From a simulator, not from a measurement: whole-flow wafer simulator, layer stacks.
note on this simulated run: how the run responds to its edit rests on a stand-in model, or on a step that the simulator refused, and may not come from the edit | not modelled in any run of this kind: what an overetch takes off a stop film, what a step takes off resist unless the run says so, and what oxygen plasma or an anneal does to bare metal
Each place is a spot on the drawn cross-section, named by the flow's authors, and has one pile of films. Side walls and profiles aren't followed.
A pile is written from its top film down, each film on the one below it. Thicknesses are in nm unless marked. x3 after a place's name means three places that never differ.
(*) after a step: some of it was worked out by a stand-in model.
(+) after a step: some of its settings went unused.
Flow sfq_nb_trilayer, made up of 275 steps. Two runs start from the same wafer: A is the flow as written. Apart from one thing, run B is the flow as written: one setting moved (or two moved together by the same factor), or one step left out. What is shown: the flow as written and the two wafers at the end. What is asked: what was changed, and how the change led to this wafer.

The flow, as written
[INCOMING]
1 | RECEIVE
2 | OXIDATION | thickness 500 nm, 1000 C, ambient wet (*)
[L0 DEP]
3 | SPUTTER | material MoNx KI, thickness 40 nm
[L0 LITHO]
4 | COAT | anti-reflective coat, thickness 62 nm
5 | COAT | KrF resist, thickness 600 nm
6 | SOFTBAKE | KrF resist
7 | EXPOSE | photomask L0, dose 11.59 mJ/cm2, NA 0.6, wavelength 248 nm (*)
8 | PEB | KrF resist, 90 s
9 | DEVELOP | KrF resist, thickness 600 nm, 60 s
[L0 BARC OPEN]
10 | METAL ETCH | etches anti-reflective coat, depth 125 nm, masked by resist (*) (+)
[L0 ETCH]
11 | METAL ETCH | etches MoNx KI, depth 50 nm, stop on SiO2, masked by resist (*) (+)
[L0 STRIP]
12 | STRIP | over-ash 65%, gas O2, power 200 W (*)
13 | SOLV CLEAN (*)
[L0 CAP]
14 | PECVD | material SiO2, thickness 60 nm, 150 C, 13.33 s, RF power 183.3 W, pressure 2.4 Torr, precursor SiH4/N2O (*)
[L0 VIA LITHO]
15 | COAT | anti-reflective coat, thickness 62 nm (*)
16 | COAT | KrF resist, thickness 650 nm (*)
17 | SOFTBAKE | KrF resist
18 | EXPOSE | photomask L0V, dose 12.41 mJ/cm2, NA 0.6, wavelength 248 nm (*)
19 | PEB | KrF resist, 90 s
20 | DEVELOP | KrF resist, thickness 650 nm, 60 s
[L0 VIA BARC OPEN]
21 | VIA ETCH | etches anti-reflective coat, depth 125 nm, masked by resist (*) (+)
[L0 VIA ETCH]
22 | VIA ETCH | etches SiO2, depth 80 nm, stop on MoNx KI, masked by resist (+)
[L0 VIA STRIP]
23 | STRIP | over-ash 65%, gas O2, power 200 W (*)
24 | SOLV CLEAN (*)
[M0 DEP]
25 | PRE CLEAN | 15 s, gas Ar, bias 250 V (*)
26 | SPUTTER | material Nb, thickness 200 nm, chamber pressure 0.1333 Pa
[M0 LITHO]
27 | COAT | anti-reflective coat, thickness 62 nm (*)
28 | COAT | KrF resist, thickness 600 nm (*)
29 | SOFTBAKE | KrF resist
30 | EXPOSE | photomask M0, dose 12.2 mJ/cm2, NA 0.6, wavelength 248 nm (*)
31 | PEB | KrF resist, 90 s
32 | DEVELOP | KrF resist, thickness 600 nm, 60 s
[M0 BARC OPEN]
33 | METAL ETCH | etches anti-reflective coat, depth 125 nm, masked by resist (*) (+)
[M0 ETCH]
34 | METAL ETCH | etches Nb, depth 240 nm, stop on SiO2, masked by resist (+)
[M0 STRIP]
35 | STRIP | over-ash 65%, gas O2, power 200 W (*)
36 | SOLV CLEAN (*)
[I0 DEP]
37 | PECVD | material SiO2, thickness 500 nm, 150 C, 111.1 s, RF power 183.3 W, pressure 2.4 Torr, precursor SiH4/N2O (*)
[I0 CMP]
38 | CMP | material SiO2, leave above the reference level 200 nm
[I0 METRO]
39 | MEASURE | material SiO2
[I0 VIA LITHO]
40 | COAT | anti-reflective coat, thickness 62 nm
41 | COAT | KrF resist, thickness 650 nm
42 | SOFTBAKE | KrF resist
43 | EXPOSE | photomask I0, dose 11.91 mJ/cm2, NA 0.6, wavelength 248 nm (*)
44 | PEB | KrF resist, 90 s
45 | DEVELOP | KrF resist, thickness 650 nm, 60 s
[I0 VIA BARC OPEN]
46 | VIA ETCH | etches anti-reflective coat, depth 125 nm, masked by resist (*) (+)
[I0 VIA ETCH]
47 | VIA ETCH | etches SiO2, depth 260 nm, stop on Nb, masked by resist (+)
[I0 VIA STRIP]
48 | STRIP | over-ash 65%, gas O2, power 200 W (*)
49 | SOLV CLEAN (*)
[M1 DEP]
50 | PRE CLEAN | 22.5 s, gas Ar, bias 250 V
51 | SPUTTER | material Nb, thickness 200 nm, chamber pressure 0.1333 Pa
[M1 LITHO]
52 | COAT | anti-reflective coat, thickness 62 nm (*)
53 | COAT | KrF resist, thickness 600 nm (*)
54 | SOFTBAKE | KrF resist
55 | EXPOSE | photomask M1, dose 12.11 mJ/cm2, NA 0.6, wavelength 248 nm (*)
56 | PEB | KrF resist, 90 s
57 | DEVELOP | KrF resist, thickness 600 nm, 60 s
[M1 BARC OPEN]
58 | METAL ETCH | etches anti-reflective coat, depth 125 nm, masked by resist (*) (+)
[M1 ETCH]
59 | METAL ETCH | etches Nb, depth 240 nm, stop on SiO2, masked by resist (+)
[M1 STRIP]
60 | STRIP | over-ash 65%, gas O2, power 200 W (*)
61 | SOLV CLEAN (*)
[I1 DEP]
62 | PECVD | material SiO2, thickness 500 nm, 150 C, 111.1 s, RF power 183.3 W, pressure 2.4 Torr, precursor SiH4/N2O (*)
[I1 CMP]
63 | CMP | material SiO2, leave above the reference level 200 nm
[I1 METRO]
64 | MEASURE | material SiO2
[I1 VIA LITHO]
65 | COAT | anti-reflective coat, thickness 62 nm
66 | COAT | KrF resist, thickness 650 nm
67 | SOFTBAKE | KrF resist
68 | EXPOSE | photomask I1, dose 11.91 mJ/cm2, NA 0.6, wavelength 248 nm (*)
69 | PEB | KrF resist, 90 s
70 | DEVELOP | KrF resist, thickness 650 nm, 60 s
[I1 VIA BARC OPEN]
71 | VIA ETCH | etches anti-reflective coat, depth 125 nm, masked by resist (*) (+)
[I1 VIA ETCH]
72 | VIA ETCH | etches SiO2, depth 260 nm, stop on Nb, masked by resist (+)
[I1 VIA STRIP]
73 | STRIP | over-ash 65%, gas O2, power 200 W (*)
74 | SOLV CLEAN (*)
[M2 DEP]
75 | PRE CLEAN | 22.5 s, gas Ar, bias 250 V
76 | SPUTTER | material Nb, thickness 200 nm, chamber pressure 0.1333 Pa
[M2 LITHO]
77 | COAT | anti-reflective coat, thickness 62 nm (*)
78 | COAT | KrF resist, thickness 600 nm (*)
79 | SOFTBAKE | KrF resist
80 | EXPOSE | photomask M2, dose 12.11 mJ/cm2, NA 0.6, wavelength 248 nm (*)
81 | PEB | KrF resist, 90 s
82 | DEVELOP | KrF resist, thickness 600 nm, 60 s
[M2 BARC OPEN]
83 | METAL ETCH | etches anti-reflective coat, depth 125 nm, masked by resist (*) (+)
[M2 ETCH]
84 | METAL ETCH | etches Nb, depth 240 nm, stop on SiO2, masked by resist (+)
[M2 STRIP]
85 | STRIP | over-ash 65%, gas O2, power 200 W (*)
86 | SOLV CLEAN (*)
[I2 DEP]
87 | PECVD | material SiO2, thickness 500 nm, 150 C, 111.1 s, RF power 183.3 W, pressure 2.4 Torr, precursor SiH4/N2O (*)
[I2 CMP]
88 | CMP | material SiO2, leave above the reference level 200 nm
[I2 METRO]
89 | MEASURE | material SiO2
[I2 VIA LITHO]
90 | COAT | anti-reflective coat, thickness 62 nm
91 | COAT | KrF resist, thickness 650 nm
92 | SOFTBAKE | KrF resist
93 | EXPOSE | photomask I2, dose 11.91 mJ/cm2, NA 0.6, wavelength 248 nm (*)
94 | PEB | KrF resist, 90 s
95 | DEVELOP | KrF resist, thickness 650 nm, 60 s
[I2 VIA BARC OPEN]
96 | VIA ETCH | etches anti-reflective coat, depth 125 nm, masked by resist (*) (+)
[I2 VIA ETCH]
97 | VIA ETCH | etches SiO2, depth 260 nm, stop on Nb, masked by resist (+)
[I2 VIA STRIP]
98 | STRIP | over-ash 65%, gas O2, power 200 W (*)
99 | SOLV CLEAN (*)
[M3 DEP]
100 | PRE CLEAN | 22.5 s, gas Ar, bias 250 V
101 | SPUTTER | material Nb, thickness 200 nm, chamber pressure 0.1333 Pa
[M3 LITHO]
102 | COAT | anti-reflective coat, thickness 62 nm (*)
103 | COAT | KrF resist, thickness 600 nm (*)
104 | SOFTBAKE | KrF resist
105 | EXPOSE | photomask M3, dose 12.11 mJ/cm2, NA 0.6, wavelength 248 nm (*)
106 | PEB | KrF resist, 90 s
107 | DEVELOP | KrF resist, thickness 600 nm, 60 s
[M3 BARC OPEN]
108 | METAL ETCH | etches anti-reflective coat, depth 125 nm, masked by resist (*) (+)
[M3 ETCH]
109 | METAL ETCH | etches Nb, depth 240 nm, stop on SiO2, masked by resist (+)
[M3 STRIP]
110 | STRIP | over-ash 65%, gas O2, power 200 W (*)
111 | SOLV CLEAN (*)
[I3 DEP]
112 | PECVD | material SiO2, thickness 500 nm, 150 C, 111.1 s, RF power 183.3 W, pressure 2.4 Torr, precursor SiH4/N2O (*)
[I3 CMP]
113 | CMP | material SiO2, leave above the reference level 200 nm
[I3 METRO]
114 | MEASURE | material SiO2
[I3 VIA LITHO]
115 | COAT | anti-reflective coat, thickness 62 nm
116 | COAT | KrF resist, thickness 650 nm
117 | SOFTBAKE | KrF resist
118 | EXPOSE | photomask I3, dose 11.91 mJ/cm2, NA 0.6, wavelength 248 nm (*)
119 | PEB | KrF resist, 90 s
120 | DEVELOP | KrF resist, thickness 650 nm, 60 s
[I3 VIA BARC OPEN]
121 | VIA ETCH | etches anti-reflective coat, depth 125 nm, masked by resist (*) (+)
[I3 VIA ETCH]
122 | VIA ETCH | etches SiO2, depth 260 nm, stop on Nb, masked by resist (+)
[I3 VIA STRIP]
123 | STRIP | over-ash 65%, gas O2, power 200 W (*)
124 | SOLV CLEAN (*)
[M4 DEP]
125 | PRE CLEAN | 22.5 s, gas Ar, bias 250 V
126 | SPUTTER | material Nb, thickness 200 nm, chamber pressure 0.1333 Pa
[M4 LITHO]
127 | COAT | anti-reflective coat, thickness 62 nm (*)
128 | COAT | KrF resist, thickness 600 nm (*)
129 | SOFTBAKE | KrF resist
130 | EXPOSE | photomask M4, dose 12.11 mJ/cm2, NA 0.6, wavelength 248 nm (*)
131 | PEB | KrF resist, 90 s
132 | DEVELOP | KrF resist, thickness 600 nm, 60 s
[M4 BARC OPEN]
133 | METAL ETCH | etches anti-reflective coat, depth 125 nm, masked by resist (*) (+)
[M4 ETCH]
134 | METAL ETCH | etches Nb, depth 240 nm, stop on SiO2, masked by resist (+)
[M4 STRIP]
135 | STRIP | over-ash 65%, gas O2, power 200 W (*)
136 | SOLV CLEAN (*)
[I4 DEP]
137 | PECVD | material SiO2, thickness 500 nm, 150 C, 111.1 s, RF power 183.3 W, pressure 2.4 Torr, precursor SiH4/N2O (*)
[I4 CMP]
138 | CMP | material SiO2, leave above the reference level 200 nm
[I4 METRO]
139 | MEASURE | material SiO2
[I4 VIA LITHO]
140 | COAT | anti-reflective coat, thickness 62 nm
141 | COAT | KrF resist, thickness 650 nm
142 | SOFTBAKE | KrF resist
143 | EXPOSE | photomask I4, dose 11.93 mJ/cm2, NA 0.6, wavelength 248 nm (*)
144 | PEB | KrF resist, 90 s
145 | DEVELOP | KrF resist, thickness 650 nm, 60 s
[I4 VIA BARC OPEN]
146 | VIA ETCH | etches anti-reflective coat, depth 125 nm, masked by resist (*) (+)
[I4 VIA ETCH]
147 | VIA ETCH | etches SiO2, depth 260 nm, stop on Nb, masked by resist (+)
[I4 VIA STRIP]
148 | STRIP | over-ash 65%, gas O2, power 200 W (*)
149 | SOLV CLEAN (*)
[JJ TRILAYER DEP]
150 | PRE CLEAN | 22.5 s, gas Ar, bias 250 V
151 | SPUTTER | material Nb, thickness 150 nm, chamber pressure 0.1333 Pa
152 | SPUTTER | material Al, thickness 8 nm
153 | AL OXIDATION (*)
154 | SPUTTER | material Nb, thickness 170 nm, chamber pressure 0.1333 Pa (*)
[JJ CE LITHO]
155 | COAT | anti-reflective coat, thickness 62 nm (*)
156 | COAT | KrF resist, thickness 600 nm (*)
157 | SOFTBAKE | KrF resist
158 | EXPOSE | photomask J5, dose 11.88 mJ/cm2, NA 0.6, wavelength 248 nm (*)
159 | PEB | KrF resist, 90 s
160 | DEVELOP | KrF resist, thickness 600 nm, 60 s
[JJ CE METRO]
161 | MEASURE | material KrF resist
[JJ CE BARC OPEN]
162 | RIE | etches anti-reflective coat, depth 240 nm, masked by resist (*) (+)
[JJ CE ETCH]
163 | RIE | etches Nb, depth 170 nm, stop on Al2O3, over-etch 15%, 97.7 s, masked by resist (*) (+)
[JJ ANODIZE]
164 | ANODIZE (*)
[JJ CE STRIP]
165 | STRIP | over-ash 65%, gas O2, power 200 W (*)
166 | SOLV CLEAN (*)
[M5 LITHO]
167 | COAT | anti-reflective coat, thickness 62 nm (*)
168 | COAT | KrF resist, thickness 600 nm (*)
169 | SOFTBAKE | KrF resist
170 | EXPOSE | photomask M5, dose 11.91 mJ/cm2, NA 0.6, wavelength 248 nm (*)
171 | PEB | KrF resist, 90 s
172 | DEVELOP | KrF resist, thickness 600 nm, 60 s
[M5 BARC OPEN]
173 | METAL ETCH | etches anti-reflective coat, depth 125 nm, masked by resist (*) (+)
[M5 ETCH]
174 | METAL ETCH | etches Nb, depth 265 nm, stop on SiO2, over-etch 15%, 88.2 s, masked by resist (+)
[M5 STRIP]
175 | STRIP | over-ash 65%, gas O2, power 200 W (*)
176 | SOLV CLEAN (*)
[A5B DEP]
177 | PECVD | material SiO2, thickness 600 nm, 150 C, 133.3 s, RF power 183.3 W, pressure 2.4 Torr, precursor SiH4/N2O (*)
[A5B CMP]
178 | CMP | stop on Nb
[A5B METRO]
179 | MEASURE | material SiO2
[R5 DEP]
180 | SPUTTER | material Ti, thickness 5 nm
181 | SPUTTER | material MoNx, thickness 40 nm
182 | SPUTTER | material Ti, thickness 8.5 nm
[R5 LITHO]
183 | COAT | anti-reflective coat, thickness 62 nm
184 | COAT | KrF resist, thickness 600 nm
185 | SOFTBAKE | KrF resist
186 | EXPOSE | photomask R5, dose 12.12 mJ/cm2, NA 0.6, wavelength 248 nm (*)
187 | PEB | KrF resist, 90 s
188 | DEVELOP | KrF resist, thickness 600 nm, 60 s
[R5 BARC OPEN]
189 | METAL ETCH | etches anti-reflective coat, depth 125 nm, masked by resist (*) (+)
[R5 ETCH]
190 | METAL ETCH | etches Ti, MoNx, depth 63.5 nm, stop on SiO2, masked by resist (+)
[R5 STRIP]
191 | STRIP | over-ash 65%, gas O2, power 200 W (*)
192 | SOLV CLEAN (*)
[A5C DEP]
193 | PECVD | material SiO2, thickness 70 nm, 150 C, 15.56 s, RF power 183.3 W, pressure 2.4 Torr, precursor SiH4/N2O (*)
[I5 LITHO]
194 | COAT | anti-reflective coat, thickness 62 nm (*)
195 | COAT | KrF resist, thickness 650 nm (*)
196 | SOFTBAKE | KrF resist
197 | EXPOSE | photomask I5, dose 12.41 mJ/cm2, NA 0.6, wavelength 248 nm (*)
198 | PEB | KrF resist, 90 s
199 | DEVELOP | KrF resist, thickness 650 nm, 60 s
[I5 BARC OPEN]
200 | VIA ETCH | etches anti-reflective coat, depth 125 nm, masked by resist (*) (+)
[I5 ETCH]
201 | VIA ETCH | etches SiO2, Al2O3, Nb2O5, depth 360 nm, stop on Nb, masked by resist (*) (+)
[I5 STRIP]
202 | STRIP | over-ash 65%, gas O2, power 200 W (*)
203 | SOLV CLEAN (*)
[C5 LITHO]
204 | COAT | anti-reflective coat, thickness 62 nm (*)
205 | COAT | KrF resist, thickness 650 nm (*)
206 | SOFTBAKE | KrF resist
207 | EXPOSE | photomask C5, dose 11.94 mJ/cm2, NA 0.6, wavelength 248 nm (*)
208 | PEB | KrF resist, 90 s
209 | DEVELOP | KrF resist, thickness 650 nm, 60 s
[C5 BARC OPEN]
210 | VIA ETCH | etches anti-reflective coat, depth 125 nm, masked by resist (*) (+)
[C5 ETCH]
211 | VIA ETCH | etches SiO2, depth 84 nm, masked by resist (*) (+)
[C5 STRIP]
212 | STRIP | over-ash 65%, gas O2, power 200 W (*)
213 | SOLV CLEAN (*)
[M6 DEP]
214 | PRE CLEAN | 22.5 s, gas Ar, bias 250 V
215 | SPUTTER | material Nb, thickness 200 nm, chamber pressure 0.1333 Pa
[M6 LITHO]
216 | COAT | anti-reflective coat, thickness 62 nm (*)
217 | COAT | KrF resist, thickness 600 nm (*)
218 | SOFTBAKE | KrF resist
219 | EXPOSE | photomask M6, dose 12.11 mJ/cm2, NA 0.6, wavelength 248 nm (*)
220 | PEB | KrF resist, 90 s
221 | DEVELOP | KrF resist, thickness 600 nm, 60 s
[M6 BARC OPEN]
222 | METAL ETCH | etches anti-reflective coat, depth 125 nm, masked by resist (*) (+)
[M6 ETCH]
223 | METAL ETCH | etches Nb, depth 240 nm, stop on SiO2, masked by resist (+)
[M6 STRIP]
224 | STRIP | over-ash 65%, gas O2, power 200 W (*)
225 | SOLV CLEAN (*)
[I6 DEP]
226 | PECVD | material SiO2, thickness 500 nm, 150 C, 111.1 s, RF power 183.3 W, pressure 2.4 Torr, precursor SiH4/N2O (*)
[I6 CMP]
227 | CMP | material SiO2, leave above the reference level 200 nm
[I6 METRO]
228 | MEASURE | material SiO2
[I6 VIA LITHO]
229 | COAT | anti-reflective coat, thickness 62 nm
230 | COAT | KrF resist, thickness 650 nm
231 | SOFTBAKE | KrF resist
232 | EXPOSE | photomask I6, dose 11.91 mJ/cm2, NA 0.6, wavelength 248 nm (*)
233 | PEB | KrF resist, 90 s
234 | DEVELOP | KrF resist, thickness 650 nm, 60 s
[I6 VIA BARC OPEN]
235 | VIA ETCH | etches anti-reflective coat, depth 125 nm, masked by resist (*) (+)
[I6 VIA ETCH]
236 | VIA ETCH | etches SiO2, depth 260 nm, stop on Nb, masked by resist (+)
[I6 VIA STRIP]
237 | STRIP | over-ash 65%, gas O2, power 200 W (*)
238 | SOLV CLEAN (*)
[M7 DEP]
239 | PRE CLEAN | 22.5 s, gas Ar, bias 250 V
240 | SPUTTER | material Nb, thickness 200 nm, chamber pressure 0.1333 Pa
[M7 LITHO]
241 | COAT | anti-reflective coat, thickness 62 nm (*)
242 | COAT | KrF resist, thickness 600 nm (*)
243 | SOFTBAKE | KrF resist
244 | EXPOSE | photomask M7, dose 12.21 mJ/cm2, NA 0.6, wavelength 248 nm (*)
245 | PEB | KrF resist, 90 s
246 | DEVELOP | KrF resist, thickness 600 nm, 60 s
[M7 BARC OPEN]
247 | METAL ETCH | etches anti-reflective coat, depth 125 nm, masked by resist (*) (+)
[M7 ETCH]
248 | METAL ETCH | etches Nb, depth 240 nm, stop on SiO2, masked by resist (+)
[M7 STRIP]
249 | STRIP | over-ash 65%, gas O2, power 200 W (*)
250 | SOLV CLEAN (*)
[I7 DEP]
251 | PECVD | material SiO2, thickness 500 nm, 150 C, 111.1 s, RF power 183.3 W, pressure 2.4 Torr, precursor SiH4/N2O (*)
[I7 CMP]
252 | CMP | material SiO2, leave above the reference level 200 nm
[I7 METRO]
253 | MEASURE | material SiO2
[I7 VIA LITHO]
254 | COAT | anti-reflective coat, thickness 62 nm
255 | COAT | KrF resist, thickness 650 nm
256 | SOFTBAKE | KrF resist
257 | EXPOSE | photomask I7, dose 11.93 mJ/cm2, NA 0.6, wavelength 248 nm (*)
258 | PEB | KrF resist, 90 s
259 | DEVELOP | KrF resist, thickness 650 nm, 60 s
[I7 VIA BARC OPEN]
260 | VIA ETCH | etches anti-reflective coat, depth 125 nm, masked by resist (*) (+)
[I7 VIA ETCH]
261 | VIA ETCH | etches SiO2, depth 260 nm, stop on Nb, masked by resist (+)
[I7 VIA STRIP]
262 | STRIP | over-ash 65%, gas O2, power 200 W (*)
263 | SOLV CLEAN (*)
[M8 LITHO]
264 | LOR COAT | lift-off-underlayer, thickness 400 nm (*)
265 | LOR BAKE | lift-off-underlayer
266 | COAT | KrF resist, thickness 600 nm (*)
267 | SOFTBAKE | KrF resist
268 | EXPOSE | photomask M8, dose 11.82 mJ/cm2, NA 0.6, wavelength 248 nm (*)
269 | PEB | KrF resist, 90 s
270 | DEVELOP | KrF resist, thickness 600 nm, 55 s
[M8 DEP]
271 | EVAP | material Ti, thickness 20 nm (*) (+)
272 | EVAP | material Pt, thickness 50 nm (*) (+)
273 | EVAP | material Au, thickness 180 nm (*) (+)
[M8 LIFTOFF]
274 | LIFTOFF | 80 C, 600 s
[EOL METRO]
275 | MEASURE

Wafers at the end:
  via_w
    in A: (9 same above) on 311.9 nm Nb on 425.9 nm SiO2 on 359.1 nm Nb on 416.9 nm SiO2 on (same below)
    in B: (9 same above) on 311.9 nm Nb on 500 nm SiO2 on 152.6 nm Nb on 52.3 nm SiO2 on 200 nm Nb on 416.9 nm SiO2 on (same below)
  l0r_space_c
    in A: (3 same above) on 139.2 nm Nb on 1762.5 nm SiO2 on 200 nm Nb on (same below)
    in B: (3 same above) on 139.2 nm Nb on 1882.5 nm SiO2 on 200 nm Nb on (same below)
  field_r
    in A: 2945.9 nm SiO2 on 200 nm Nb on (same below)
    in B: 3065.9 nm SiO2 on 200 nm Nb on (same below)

What caused this: step 88, CMP: leave above the reference level 320 nm was run, whereas the flow has leave above the reference level 200 nm.

The path from the change to this, step by step:
  88 | CMP | material SiO2, leave above the reference level 200 nm
      field_l, be, be_sur and 81 more: A SiO2 loses 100 | B nothing
      v_sur, via_wl, via_w and 18 more: A SiO2 loses 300 | B SiO2 loses 180
      (as well as at 1 more place)
  90 | COAT | anti-reflective coat, thickness 62 nm
      m0r_space_l, m0r_space_r, m6r_space_l x2, m7r_space_l x2: A anti-reflective coat gains 62 (new film) | B anti-reflective coat gains 65 (new film)
      via_wl, via_w, via_v: A anti-reflective coat gains 62 (new film) | B anti-reflective coat gains 60.4 (new film)
      (as well as at 27 more places)
  96 | VIA ETCH | etches anti-reflective coat, depth 125 nm, masked by resist (*) (+)
      field_l, v_sur, via_wl and 102 more: A KrF resist loses 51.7 | B KrF resist loses 50.4
      via_w: A anti-reflective coat loses 62 (all of it), SiO2 loses 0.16 | B anti-reflective coat loses 60.4 (all of it), SiO2 loses 0.15
  97 | VIA ETCH | etches SiO2, depth 260 nm, stop on Nb, masked by resist (+)
      via_w: A SiO2 loses 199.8 (all of it) | B SiO2 loses 260
  98 | STRIP | over-ash 65%, gas O2, power 200 W (*)
      m0r_space_l, m0r_space_r, m6r_space_l x2, m7r_space_l x2: A KrF resist loses 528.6 (all of it), anti-reflective coat loses 62 (all of it) | B KrF resist loses 531.9 (all of it), anti-reflective coat loses 65 (all of it)
      via_wr, via_sp: A KrF resist loses 528.6 (all of it), anti-reflective coat loses 62 (all of it) | B KrF resist loses 523.9 (all of it), anti-reflective coat loses 60.5 (all of it)
      (as well as at 27 more places)
  100 | PRE CLEAN | 22.5 s, gas Ar, bias 250 V
      via_w: A Nb loses 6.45 | B SiO2 loses 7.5
  101 | SPUTTER | material Nb, thickness 200 nm, chamber pressure 0.1333 Pa
      via_w: A Nb gains 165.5 | B Nb gains 152.6 (new film)
  102 | COAT | anti-reflective coat, thickness 62 nm (*)
      m0r_space_l, m0r_space_r, m6r_space_l x2, m7r_space_l x2: A anti-reflective coat gains 62 (new film) | B anti-reflective coat gains 64.6 (new film)
      wl_d_sl, wl_d_sr: A anti-reflective coat gains 62 (new film) | B anti-reflective coat gains 65.4 (new film)
      (as well as at 26 more places)
  103 | COAT | KrF resist, thickness 600 nm (*)
      via_w: A KrF resist gains 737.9 (new film) | B KrF resist gains 788.5 (new film)
  108 | METAL ETCH | etches anti-reflective coat, depth 125 nm, masked by resist (*) (+)
      m0r_space_l, m0r_space_r, m6r_space_l x2, m7r_space_l x2: A anti-reflective coat loses 62 (all of it) | B anti-reflective coat loses 64.6 (all of it)
      wl_d_sl, wl_d_sr: A anti-reflective coat loses 62 (all of it) | B anti-reflective coat loses 65.4 (all of it)
      (as well as at 17 more places)
  110 | STRIP | over-ash 65%, gas O2, power 200 W (*)
      v_sur: A KrF resist loses 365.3 (all of it), anti-reflective coat loses 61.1 (all of it) | B KrF resist loses 354.7 (all of it), anti-reflective coat loses 52 (all of it)
      via_wl: A KrF resist loses 384.2 (all of it), anti-reflective coat loses 34.2 (all of it) | B KrF resist loses 374.2 (all of it), anti-reflective coat loses 22.7 (all of it)
      (as well as at 8 more places)
  112 | PECVD | material SiO2, thickness 500 nm, 150 C, 111.1 s, RF power 183.3 W, pressure 2.4 Torr, precursor SiH4/N2O (*)
      via_w: A SiO2 gains 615 (new film) | B SiO2 gains 664.6 (new film)
  113 | CMP | material SiO2, leave above the reference level 200 nm
      field_l, be, be_sur and 64 more: A SiO2 loses 100 | B SiO2 loses 80
      p4_w1, p4_w2, p4_w3 and 6 more: A SiO2 loses 300 | B SiO2 loses 280
      (as well as at 9 more places)
With metal films that touch counted as one body, via_w has 6 bodies (between them, from the top down: SiO2 192.5; SiO2 427.3 / Al2O3 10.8 / Nb2O5 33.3; SiO2 500; SiO2 52.3; SiO2 416.9); the flow as written gives 5 bodies (between them, from the top down: SiO2 192.5; SiO2 427.3 / Al2O3 10.8 / Nb2O5 33.3; SiO2 425.9; SiO2 416.9).
